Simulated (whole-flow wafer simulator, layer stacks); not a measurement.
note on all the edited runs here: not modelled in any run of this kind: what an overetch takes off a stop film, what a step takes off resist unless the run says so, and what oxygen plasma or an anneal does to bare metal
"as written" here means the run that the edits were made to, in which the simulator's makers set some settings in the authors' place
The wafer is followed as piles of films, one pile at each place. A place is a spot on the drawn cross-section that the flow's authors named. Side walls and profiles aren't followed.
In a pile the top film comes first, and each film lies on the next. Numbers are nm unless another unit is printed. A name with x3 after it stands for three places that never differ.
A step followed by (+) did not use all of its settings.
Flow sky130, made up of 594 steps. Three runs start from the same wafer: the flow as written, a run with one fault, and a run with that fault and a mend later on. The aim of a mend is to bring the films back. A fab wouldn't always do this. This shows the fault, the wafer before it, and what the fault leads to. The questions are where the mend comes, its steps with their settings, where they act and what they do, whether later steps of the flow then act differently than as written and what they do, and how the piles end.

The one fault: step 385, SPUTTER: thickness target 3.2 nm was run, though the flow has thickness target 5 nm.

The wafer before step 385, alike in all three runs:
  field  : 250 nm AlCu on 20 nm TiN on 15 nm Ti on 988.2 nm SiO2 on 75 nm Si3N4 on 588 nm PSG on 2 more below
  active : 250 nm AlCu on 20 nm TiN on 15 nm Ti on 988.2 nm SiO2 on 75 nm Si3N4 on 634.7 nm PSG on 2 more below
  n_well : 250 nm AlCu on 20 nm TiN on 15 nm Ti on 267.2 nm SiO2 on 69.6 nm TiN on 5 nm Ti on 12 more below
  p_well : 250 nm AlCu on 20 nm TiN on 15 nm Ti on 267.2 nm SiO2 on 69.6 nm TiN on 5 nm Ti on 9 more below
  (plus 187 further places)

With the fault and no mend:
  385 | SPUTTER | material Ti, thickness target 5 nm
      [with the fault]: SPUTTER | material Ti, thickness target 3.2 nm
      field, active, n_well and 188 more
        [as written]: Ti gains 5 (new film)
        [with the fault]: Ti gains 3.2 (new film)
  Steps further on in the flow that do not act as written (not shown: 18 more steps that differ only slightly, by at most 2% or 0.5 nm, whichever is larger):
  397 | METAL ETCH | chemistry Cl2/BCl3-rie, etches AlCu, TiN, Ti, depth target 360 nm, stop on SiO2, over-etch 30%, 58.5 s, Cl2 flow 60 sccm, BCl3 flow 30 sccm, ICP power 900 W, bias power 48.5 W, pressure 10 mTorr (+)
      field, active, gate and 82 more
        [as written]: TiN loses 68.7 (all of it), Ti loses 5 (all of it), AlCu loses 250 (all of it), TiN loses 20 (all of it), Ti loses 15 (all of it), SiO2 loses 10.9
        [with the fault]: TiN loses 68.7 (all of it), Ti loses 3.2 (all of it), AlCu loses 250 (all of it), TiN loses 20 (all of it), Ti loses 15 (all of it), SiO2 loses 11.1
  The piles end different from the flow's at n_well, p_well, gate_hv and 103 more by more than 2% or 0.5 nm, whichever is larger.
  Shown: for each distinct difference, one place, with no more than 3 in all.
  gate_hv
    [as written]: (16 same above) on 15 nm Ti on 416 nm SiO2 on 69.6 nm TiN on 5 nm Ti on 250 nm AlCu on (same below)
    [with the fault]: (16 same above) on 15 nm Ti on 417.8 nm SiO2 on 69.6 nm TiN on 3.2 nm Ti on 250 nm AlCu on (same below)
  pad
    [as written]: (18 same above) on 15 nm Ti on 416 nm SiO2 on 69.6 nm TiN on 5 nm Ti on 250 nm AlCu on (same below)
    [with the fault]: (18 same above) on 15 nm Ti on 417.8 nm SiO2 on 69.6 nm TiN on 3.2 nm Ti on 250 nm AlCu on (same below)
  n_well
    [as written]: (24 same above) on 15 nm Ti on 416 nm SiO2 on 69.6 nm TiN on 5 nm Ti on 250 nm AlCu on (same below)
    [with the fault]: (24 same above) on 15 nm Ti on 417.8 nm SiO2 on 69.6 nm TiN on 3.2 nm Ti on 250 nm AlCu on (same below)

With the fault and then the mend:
  After step 385 comes the mend.
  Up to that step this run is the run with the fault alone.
  385a | SPUTTER | material Ti, thickness target 1.8 nm (a further turn of the flow's step 385, with different settings)
      field, active, n_well and 188 more
        Ti gains 1.8
  None of the later steps of the flow acts differently than as written at any place that is followed.
  At every place that both follow, the piles at the end match the flow's.
